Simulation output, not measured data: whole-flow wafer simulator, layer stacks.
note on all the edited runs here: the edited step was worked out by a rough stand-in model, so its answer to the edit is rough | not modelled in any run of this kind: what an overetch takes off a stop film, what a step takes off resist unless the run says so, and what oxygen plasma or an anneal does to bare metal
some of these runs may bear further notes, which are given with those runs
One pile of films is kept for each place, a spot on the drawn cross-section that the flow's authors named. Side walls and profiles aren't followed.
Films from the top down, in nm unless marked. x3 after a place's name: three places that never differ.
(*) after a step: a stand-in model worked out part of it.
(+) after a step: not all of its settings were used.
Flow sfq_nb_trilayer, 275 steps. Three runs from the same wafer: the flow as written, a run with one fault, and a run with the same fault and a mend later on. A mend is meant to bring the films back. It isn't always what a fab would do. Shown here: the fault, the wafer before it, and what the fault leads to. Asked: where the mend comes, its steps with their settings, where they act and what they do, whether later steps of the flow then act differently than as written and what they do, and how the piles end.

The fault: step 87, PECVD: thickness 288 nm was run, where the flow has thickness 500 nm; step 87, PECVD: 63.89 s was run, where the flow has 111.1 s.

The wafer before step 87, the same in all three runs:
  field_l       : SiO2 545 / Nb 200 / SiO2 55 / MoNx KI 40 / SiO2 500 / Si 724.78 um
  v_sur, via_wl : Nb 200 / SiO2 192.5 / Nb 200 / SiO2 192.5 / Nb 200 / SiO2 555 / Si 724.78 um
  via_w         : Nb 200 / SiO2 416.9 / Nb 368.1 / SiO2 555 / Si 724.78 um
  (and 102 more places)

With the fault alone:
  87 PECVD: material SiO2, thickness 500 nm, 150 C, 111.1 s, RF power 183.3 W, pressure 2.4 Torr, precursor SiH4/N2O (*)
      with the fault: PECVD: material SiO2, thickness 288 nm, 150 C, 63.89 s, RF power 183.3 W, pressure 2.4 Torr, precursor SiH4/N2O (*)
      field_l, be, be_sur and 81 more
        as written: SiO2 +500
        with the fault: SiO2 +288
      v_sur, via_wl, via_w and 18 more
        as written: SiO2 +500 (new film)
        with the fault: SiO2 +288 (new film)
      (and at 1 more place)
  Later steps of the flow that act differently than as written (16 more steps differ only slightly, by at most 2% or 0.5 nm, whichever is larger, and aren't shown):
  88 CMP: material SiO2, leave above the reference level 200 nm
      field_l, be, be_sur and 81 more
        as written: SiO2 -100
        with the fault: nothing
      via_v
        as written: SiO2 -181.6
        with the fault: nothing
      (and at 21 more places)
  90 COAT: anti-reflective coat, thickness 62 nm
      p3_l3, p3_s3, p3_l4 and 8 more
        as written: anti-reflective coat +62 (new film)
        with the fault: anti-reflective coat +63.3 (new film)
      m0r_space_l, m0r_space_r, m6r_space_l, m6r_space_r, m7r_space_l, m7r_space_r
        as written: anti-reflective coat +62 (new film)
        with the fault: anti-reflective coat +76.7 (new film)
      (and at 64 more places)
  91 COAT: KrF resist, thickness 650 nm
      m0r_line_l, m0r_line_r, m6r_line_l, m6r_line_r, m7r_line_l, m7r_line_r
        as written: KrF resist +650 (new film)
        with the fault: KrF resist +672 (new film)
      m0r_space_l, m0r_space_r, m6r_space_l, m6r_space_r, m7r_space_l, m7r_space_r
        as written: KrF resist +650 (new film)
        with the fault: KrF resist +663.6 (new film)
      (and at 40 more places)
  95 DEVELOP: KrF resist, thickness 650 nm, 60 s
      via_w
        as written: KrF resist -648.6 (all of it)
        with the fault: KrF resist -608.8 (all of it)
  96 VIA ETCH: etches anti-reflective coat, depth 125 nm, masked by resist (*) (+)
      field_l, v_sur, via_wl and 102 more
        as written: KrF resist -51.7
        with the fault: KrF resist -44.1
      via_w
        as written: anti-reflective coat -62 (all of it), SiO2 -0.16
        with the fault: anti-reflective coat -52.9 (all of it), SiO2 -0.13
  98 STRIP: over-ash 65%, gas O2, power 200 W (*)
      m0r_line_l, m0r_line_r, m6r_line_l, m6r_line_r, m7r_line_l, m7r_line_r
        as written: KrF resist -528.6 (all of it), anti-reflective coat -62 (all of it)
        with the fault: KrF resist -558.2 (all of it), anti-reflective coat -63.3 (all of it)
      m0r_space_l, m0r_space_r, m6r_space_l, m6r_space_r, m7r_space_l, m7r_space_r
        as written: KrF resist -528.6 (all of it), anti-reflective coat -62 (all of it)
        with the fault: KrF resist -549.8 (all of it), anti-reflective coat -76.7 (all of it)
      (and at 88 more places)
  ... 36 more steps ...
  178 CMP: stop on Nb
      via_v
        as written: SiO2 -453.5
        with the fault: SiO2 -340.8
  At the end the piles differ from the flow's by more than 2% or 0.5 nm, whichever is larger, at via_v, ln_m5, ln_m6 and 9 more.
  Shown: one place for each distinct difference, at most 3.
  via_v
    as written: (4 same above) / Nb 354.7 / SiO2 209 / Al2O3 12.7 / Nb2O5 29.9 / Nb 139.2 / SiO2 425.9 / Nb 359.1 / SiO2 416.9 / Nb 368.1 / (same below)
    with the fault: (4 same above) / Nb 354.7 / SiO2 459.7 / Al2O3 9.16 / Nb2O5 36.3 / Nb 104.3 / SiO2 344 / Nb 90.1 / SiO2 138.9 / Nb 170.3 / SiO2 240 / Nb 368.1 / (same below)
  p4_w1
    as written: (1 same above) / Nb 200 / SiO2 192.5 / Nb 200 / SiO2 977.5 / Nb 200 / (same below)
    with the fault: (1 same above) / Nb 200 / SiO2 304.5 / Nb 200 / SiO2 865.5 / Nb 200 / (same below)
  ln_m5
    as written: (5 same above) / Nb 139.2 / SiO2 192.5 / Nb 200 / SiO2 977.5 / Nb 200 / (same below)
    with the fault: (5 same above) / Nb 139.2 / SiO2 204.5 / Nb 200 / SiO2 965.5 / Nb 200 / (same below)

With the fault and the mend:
  The mend comes after step 87.
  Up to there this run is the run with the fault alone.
  87a PECVD: material SiO2, thickness 212 nm, 150 C, 47.11 s, RF power 183.3 W, pressure 2.4 Torr, precursor SiH4/N2O (*) (the flow's step 87 once more, with other settings)
      field_l, v_sur, via_wl and 102 more
        SiO2 +212
      via_v
        SiO2 +188.9
  Later steps of the flow that act differently than as written:
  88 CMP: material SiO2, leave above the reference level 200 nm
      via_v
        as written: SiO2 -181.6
        with the mend: SiO2 -12
  At the end the piles are the same as the flow's at every place that both follow.
